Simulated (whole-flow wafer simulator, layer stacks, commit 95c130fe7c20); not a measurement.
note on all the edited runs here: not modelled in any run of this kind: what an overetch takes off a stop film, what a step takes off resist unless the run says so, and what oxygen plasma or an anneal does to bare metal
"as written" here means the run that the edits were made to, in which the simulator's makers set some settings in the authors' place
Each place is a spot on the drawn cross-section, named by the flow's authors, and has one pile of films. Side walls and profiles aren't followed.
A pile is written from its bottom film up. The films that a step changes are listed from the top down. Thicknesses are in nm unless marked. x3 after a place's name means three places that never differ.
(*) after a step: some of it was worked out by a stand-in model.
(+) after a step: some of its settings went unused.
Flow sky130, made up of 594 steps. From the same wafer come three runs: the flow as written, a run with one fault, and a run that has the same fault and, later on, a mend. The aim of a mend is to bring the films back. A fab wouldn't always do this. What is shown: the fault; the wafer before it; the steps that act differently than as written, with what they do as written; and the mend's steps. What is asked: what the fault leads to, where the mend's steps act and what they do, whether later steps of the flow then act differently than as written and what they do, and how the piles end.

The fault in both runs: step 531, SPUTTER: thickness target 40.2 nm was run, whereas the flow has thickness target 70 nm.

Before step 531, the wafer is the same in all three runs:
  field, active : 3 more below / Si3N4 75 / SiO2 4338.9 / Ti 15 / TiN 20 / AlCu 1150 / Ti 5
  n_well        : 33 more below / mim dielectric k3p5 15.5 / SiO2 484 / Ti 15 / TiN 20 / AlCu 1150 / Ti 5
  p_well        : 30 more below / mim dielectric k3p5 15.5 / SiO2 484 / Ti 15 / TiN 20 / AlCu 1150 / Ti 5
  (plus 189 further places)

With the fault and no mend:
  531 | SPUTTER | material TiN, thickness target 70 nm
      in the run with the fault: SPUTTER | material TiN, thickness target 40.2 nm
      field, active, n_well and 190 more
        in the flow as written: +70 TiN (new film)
        in the run with the fault: +40.2 TiN (new film)
  Later steps of the flow acting differently than as written (17 more steps, not shown, differ only slightly: by at most 2% or 0.5 nm, whichever is larger):
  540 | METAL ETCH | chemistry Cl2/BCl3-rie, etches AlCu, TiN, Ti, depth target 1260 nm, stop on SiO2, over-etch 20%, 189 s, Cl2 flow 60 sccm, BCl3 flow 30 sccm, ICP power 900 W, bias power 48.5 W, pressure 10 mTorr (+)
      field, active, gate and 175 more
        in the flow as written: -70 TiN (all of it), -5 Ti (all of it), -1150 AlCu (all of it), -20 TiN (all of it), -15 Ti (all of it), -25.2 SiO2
        in the run with the fault: -40.2 TiN (all of it), -5 Ti (all of it), -1150 AlCu (all of it), -20 TiN (all of it), -15 Ti (all of it), -28.2 SiO2
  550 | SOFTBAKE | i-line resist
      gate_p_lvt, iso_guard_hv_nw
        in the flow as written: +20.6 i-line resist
        in the run with the fault: +20 i-line resist
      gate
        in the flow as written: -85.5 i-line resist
        in the run with the fault: -82.6 i-line resist
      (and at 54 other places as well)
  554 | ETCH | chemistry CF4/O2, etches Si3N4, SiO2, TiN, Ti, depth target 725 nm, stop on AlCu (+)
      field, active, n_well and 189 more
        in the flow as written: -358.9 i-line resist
        in the run with the fault: -329.1 i-line resist
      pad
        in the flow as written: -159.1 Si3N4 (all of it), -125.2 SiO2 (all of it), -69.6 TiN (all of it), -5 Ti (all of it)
        in the run with the fault: -159.1 Si3N4 (all of it), -125.2 SiO2 (all of it), -39.8 TiN (all of it), -5 Ti (all of it)
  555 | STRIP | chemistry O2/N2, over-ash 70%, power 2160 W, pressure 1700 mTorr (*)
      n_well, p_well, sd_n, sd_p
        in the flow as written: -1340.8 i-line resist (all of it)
        in the run with the fault: -1396.8 i-line resist (all of it)
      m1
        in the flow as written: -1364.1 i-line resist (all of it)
        in the run with the fault: -1419.5 i-line resist (all of it)
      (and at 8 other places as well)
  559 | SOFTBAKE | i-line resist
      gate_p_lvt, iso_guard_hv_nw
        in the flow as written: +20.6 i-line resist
        in the run with the fault: +20 i-line resist
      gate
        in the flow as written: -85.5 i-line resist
        in the run with the fault: -82.6 i-line resist
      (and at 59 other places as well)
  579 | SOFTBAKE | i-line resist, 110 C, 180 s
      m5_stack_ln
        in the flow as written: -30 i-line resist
        in the run with the fault: -29.3 i-line resist
  The piles end different from the flow's at n_well, p_well, sd_n and 11 more by more than 2% or 0.5 nm, whichever is larger.
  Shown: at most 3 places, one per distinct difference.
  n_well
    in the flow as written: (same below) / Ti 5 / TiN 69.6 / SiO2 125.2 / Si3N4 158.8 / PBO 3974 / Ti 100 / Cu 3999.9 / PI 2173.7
    in the run with the fault: (same below) / Ti 5 / TiN 39.8 / SiO2 125.2 / Si3N4 158.8 / PBO 3995.4 / Ti 100 / Cu 3999.9 / PI 2177.2
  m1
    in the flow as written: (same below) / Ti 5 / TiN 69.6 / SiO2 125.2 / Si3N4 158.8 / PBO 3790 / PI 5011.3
    in the run with the fault: (same below) / Ti 5 / TiN 39.8 / SiO2 125.2 / Si3N4 158.8 / PBO 3814.8 / PI 5012.8
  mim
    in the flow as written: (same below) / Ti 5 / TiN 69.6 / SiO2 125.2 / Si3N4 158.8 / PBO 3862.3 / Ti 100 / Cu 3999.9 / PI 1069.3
    in the run with the fault: (same below) / Ti 5 / TiN 39.8 / SiO2 125.2 / Si3N4 158.8 / PBO 3885.3 / Ti 100 / Cu 3999.9 / PI 1072

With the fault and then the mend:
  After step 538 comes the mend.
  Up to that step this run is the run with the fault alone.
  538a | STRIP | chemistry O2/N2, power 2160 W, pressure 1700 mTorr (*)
      n_well, p_well, sd_n and 9 more
        -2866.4 resist (all of it)
      m1, via4_hole
        -2868.5 resist (all of it)
      via4_enc
        -2866.3 resist (all of it)
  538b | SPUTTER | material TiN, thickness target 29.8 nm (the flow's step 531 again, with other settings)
      field, active, n_well and 190 more
        +29.8 TiN
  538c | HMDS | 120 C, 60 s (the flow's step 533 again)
      leaves every film unchanged at each place that is followed
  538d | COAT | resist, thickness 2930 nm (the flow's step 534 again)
      n_well, p_well, gate_hv and 172 more
        +2930 resist (new film)
      field, active, gate and 13 more
        +2929.9 resist (new film)
      m1, via4_hole
        +2932.1 resist (new film)
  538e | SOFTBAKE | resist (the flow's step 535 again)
      field, active, gate, spacer, m1, sonos_cell, sonos_guard, sonos_guard_hv
        +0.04 resist
      nwell_res
        +0.03 resist
      pplus_nw
        +0.02 resist
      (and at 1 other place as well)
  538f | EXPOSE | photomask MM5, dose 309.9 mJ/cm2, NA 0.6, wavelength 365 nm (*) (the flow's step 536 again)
      leaves every film unchanged at each place that is followed
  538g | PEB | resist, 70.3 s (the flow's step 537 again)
      field, active, n_well and 188 more
        -63.6 resist
      m1, via4_hole
        -63.7 resist
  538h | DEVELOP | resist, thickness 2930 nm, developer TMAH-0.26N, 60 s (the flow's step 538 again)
      field, active, gate and 168 more
        -2866.4 resist (all of it)
      via1_hole, via1_enc, via2_hole, via2_enc, via3_hole, via3_enc, via_li1
        -2866.3 resist (all of it)
  Later steps of the flow that are run all act as written at every place that is followed.
  By the end, the piles equal the flow's at every place that both follow.
